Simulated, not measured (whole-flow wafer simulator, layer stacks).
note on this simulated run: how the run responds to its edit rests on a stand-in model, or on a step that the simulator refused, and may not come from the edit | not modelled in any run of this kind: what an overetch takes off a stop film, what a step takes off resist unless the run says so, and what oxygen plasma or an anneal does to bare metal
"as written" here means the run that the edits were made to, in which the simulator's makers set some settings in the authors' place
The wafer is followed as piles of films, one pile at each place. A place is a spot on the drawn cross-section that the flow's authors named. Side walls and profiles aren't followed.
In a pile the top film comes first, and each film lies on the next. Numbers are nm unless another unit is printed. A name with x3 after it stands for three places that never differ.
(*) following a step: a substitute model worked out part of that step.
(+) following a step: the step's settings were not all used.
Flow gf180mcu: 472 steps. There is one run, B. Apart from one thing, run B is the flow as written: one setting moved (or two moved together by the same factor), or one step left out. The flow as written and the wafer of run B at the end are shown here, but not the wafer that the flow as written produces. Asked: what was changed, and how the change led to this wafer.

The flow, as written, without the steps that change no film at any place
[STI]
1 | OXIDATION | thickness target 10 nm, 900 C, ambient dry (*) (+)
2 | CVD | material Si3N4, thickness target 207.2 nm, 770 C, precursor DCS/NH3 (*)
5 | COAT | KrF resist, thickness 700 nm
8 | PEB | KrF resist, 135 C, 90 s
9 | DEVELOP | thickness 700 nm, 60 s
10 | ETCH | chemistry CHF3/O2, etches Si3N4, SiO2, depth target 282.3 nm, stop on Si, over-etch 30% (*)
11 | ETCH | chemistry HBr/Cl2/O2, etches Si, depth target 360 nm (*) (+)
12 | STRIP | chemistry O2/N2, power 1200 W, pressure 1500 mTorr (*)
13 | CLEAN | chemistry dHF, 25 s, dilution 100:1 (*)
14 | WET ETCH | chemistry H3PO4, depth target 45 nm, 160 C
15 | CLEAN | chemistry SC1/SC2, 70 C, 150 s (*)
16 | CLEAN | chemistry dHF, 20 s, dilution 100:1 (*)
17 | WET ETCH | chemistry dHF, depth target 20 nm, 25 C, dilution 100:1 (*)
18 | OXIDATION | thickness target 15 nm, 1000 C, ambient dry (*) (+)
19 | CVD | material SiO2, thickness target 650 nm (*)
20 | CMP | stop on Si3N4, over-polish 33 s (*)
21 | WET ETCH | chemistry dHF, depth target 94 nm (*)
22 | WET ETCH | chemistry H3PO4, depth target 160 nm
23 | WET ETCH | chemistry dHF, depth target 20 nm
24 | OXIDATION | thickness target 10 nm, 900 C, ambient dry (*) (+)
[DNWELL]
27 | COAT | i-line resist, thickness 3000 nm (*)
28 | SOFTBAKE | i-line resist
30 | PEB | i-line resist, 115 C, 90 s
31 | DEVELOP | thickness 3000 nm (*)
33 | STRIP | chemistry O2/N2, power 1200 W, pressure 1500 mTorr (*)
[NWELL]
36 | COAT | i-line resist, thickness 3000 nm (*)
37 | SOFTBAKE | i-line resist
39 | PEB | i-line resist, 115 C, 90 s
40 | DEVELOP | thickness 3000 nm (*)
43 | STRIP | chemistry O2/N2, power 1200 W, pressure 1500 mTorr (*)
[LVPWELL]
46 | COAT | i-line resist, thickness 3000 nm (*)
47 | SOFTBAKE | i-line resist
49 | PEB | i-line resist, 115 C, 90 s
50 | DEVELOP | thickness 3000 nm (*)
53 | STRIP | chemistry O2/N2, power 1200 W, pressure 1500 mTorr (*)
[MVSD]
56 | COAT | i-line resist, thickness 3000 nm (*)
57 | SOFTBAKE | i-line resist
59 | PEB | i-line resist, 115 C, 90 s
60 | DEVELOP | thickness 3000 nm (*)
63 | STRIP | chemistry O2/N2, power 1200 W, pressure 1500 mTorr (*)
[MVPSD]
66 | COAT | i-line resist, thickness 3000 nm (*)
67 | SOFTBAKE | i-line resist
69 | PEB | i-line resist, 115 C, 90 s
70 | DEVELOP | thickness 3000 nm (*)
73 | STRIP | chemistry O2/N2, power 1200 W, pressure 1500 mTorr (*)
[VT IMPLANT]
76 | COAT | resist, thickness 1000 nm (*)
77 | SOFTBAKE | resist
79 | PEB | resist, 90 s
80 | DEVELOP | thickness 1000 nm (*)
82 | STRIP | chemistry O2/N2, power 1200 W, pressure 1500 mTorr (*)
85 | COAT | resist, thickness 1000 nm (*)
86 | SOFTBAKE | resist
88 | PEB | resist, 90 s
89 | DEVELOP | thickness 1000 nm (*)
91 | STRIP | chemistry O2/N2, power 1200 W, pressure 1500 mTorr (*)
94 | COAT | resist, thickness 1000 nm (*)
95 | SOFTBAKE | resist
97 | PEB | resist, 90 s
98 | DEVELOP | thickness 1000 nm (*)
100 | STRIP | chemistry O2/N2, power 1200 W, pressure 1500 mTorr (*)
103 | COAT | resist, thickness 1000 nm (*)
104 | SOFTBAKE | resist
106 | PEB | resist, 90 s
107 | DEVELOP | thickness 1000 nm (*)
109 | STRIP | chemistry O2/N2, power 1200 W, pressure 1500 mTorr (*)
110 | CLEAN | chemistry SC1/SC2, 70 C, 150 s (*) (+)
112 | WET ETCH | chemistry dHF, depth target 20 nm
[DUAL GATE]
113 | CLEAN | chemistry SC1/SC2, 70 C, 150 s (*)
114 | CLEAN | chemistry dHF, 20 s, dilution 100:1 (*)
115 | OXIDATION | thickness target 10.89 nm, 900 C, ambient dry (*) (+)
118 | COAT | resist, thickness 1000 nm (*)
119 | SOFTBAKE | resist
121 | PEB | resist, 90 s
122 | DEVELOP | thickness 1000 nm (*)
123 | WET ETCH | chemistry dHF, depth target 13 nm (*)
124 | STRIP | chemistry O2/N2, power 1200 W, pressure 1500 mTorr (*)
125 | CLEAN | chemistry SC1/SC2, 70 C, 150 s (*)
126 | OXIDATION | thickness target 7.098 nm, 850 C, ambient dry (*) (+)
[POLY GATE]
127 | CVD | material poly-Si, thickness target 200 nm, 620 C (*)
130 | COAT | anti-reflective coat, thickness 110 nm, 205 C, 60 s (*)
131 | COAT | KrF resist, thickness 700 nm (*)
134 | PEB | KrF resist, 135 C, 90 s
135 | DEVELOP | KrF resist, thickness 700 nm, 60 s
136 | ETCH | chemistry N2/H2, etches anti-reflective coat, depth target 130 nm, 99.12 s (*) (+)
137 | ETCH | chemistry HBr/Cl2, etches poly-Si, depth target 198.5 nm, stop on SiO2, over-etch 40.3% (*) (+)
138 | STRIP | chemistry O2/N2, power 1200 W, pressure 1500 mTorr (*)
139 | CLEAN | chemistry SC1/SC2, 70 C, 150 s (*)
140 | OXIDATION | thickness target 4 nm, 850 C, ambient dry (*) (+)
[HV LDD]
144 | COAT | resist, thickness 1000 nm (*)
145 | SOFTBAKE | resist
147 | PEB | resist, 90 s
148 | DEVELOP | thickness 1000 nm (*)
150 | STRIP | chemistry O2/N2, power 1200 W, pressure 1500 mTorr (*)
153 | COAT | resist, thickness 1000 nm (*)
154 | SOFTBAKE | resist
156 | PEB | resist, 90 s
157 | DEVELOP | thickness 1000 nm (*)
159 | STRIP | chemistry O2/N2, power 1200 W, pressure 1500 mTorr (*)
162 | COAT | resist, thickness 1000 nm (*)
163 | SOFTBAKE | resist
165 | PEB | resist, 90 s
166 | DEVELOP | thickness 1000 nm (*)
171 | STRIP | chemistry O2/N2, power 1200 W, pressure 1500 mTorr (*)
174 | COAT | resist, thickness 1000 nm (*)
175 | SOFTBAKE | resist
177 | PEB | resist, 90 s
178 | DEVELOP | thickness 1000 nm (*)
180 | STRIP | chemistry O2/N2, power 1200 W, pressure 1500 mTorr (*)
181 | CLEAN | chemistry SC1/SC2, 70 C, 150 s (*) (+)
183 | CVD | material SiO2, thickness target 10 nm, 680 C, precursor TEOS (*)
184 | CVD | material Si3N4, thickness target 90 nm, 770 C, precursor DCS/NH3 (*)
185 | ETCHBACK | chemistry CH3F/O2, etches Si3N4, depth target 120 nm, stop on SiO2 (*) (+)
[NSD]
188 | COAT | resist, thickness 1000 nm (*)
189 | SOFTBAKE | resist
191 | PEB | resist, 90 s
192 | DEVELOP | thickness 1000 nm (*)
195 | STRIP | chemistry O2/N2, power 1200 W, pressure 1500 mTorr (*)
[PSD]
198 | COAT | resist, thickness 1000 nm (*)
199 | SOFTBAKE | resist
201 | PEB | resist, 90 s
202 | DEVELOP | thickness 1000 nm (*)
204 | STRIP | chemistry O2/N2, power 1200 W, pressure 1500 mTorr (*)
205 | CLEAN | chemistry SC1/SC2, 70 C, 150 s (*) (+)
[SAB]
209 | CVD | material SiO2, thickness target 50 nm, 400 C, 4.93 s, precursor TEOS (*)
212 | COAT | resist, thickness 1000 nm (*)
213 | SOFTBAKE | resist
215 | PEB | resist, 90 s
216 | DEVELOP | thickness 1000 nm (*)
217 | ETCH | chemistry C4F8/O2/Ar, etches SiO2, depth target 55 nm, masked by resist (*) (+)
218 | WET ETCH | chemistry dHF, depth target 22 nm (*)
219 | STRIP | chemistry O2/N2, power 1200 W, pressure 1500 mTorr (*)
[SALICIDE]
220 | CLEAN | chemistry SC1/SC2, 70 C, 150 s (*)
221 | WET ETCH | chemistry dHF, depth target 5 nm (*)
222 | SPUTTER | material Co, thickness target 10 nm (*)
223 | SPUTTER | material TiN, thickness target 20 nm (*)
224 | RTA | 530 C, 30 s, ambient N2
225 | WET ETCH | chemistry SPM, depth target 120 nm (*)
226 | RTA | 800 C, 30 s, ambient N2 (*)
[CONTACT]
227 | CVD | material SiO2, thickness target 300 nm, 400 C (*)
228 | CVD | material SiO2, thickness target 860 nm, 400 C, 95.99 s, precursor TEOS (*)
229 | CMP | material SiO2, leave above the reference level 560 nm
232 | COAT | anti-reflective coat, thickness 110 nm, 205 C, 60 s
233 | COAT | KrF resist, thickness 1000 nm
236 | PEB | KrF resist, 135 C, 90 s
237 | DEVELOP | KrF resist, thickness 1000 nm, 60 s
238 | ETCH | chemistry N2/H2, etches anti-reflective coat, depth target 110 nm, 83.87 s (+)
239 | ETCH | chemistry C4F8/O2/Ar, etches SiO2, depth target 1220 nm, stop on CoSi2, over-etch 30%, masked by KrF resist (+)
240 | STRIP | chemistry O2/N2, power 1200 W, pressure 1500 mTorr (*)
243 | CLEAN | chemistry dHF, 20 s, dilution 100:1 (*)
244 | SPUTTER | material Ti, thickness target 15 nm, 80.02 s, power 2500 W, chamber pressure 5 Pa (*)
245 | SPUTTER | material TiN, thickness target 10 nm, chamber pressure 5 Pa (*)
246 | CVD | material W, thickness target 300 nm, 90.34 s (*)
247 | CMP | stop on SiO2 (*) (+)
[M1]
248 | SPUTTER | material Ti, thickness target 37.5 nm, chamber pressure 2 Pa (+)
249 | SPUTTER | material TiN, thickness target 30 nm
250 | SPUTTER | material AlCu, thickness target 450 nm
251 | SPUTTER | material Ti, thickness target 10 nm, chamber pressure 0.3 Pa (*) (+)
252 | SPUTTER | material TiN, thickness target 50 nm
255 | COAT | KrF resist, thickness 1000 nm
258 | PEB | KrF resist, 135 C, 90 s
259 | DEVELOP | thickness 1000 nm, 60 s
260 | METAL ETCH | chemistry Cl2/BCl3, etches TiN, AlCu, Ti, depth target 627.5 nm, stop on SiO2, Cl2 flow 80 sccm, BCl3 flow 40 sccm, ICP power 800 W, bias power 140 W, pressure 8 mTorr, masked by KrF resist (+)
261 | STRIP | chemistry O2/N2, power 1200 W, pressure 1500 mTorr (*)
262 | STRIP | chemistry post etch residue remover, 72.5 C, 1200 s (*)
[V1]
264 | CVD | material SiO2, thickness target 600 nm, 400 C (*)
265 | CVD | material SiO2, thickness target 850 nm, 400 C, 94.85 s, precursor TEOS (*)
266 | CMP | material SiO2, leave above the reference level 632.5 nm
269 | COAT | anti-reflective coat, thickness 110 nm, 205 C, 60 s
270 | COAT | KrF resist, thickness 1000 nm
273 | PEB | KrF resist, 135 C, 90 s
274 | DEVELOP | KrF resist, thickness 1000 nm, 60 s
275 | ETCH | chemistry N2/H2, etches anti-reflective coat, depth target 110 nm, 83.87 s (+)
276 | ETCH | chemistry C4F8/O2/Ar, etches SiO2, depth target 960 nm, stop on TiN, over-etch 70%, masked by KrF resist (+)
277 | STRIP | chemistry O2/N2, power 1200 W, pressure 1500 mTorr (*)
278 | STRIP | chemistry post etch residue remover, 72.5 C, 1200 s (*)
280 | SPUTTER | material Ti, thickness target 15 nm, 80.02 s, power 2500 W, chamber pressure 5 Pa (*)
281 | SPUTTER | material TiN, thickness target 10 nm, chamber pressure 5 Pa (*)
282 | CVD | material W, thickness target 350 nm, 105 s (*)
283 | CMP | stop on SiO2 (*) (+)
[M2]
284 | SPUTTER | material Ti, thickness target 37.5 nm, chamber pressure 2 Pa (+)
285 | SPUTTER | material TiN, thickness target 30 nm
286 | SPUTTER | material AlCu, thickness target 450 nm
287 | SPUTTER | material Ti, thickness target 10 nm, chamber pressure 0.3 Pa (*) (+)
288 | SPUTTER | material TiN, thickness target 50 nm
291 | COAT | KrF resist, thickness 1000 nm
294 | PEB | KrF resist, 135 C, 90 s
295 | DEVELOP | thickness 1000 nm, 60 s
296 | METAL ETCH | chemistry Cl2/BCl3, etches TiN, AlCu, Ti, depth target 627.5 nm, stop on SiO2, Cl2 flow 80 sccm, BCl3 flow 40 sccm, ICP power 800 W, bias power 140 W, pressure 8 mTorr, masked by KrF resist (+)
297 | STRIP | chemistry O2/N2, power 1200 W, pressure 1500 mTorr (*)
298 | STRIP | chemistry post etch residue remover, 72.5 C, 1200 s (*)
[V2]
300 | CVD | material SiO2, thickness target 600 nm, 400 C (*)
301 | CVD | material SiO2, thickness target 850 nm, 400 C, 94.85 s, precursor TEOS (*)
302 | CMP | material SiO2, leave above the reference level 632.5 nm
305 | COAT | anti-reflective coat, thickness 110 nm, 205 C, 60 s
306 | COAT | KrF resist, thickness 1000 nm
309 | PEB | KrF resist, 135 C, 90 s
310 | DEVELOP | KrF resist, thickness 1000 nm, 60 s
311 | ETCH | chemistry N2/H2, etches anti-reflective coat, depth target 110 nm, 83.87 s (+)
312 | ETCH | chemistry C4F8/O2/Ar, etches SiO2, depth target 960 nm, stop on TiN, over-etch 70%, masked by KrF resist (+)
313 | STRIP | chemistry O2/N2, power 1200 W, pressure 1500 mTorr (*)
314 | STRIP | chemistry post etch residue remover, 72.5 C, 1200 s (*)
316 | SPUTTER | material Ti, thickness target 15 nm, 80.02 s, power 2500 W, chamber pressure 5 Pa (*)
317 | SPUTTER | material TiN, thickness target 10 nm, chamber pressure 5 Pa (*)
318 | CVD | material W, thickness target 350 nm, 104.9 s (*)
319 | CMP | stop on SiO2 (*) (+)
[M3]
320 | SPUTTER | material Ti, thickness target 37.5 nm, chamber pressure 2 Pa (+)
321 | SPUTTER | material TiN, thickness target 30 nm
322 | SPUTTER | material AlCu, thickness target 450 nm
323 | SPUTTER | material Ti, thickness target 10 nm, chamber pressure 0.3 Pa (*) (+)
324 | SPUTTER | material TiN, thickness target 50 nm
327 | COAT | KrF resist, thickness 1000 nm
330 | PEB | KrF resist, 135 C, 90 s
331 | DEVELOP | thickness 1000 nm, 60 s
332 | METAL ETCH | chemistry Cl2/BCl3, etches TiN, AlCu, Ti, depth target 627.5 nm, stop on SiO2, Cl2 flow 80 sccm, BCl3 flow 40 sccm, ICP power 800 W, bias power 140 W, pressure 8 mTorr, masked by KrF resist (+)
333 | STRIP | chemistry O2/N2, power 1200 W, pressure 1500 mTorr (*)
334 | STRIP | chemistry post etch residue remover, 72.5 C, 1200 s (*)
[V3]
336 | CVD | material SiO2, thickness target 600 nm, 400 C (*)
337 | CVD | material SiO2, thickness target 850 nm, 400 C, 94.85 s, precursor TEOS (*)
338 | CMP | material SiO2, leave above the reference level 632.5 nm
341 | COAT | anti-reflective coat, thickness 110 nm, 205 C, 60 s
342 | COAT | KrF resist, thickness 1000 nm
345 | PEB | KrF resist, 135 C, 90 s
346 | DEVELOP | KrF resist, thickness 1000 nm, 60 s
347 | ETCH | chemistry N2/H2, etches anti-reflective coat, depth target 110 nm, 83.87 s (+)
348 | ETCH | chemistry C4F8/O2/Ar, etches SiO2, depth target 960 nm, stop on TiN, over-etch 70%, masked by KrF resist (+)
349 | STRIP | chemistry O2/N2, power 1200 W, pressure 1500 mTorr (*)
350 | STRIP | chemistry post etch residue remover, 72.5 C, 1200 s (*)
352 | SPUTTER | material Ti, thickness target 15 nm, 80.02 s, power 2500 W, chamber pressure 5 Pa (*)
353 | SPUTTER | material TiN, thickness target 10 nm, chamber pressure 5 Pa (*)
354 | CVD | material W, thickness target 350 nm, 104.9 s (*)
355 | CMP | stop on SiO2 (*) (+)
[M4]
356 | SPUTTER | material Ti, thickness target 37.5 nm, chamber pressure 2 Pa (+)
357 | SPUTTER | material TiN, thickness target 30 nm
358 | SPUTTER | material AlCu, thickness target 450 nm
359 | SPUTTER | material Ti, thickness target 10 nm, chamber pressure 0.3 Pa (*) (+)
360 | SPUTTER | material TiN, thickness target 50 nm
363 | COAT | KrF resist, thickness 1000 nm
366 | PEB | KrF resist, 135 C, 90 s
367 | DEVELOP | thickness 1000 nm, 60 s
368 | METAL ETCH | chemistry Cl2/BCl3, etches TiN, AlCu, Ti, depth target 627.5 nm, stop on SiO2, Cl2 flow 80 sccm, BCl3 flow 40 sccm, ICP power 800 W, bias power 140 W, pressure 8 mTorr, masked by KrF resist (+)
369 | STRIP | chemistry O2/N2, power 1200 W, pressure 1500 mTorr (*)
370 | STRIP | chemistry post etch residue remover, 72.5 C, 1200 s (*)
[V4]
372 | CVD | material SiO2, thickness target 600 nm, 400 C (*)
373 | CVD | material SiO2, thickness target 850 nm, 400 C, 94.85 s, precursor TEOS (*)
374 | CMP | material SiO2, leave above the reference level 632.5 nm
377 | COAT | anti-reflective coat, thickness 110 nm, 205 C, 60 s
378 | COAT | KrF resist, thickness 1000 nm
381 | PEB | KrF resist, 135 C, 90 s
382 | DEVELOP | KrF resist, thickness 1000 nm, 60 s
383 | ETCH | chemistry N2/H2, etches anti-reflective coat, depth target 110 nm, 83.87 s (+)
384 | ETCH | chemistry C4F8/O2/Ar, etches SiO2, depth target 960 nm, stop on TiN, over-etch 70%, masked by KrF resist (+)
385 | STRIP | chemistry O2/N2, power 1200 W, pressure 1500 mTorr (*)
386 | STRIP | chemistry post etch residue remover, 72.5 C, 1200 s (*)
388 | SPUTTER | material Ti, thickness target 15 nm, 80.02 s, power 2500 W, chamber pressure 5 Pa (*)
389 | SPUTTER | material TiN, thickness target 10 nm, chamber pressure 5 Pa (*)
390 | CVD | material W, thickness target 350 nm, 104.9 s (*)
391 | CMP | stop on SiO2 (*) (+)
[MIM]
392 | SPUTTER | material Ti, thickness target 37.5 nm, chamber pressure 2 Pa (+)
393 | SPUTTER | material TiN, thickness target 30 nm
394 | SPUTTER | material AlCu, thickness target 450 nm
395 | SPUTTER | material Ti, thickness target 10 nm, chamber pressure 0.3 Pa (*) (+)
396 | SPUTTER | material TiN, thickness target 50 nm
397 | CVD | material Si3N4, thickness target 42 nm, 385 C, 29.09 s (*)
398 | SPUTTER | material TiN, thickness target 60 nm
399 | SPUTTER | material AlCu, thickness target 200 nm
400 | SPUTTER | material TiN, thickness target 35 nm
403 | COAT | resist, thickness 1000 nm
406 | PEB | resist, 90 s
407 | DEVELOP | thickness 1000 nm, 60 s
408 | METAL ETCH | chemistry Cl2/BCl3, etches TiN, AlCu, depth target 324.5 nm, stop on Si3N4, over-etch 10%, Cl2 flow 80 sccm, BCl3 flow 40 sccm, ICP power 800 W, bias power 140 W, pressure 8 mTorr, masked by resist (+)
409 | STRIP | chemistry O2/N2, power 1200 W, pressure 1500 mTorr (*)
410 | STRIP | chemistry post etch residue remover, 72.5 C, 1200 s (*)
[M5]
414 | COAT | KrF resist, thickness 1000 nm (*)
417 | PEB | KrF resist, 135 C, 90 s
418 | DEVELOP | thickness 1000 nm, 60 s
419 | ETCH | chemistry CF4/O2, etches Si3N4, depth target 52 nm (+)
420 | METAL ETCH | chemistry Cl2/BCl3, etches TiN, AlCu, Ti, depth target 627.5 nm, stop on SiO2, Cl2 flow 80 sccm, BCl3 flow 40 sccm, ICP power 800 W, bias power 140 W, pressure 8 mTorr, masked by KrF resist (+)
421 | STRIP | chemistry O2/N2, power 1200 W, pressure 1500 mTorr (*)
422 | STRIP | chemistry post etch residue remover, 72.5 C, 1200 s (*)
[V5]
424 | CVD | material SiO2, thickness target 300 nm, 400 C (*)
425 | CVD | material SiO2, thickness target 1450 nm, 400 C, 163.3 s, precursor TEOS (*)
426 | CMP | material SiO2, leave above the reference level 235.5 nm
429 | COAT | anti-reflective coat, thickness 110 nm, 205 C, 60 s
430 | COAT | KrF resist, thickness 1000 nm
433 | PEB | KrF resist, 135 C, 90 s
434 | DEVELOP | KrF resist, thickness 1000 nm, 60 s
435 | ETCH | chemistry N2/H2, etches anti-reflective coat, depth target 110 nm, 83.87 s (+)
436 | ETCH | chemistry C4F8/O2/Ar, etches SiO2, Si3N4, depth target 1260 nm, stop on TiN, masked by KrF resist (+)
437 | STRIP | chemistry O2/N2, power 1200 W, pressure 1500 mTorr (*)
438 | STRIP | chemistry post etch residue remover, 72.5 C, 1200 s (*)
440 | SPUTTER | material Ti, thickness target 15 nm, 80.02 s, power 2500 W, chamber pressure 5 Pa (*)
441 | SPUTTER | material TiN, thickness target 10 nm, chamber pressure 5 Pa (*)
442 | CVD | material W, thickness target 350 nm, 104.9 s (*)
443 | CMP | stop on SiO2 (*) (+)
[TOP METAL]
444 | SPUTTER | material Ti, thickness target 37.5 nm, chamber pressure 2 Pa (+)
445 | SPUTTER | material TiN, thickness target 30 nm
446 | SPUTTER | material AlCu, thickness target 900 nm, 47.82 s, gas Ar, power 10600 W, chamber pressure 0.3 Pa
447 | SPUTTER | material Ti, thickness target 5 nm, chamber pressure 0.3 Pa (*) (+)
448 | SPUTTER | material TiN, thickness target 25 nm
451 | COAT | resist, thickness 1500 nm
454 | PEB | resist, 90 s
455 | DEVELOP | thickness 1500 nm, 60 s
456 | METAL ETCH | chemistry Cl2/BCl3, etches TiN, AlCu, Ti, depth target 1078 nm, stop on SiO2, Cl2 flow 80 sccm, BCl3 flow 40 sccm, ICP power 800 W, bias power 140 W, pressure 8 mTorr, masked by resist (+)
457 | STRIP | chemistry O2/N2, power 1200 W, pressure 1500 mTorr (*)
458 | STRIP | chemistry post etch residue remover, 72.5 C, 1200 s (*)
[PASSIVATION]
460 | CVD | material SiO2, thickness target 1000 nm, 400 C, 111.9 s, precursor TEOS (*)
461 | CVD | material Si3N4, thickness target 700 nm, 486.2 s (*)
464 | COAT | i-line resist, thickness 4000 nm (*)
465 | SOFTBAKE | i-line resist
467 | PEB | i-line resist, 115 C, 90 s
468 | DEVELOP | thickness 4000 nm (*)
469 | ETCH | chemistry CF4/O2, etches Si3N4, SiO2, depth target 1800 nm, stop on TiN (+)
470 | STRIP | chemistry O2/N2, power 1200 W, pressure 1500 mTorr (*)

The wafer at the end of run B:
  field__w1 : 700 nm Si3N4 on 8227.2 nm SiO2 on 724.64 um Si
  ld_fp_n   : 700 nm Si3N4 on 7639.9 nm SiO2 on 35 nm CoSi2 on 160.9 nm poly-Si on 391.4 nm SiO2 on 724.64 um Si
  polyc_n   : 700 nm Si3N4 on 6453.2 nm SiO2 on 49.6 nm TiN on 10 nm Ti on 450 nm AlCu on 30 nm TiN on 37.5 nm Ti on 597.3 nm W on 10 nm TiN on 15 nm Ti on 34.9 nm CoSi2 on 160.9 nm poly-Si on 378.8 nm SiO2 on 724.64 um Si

Cause: step 23, WET ETCH: depth target 12 nm was run, whereas the flow has depth target 20 nm.

Step by step, how the change led to this:
  23 | WET ETCH | chemistry dHF, depth target 20 nm
      field, field_sub, sti and 34 more: SiO2 loses 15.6 (in the flow as written it would be: SiO2 loses 26)
  28 | SOFTBAKE | i-line resist
      n_well, nw_enc_fld_lv: i-line resist gains 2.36 (in the flow as written it would be: i-line resist gains 1.82)
      field: i-line resist gains 3.98 (in the flow as written it would be: i-line resist gains 3.04)
      (and at 40 other places as well)
  37 | SOFTBAKE | i-line resist
      n_well, nw_enc_fld_lv: i-line resist gains 2.36 (in the flow as written it would be: i-line resist gains 1.82)
      field: i-line resist gains 3.98 (in the flow as written it would be: i-line resist gains 3.04)
      (and at 40 other places as well)
  47 | SOFTBAKE | i-line resist
      n_well, nw_enc_fld_lv: i-line resist gains 2.36 (in the flow as written it would be: i-line resist gains 1.82)
      field: i-line resist gains 3.98 (in the flow as written it would be: i-line resist gains 3.04)
      (and at 40 other places as well)
  57 | SOFTBAKE | i-line resist
      n_well, nw_enc_fld_lv: i-line resist gains 2.36 (in the flow as written it would be: i-line resist gains 1.82)
      field: i-line resist gains 3.98 (in the flow as written it would be: i-line resist gains 3.04)
      (and at 40 other places as well)
  67 | SOFTBAKE | i-line resist
      n_well, nw_enc_fld_lv: i-line resist gains 2.36 (in the flow as written it would be: i-line resist gains 1.82)
      field: i-line resist gains 3.98 (in the flow as written it would be: i-line resist gains 3.04)
      (and at 40 other places as well)
  130 | COAT | anti-reflective coat, thickness 110 nm, 205 C, 60 s (*)
      p_well, spacer, sd_n: anti-reflective coat gains 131 (new film) (in the flow as written it would be: anti-reflective coat gains 121 (new film))
      field: anti-reflective coat gains 109 (new film) (in the flow as written it would be: anti-reflective coat gains 112.6 (new film))
      (and at 69 other places as well)
  136 | ETCH | chemistry N2/H2, etches anti-reflective coat, depth target 130 nm, 99.12 s (*) (+)
      p_well, spacer, sd_n: anti-reflective coat loses 131 (all of it), poly-Si loses 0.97 (in the flow as written it would be: anti-reflective coat loses 121 (all of it), poly-Si loses 1.23)
      field: anti-reflective coat loses 109 (all of it), poly-Si loses 1.54 (in the flow as written it would be: anti-reflective coat loses 112.6 (all of it), poly-Si loses 1.45)
      (and at 49 other places as well)
  138 | STRIP | chemistry O2/N2, power 1200 W, pressure 1500 mTorr (*)
      gate: chemical SiO2 gains 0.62 (new film), KrF resist loses 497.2 (all of it), anti-reflective coat loses 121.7 (all of it), poly-Si loses 0.27 (in the flow as written it would be: chemical SiO2 gains 0.62 (new film), KrF resist loses 496.5 (all of it), anti-reflective coat loses 117 (all of it), poly-Si loses 0.27)
      gate_hv: chemical SiO2 gains 0.62 (new film), KrF resist loses 497.1 (all of it), anti-reflective coat loses 112.6 (all of it), poly-Si loses 0.27 (in the flow as written it would be: chemical SiO2 gains 0.62 (new film), KrF resist loses 495.3 (all of it), anti-reflective coat loses 109.8 (all of it), poly-Si loses 0.27)
      (and at 18 other places as well)
  189 | SOFTBAKE | resist
      active_hv: resist gains 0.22 (in the flow as written it would be: resist gains 0.78)
      active_nat: resist gains 2.7 (in the flow as written it would be: resist gains 1.71)
  199 | SOFTBAKE | resist
      active_hv: resist gains 0.22 (in the flow as written it would be: resist gains 0.78)
      active_nat: resist gains 2.7 (in the flow as written it would be: resist gains 1.71)
  209 | CVD | material SiO2, thickness target 50 nm, 400 C, 4.93 s, precursor TEOS (*)
      active: SiO2 gains 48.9 (in the flow as written it would be: SiO2 gains 50)
      ld_drn_p: SiO2 gains 45 (in the flow as written it would be: SiO2 gains 46)
  218 | WET ETCH | chemistry dHF, depth target 22 nm (*)
      active: SiO2 loses 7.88 (all of it) (in the flow as written it would be: SiO2 loses 9.01 (all of it))
      sd_p: SiO2 loses 7.19 (all of it) (in the flow as written it would be: SiO2 loses 8.12 (all of it))
      (and at 1 other place as well)
  223 | SPUTTER | material TiN, thickness target 20 nm (*)
      ld_sd_n: TiN gains 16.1 (new film) (in the flow as written it would be: TiN gains 15.5 (new film))
  225 | WET ETCH | chemistry SPM, depth target 120 nm (*)
      ld_sd_n: TiN loses 16.1 (all of it) (in the flow as written it would be: TiN loses 15.5 (all of it))
  229 | CMP | material SiO2, leave above the reference level 560 nm
      ldn_sep__w1, ldn_sep__w2, ldn_dft and 8 more: SiO2 loses 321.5 (in the flow as written it would be: SiO2 loses 311.1)
      sti, mim_1p0, pad, dice_street, iso_nw_fld, iso_fld_sub: SiO2 loses 307.3 (in the flow as written it would be: SiO2 loses 297)
      (and at 40 other places as well)
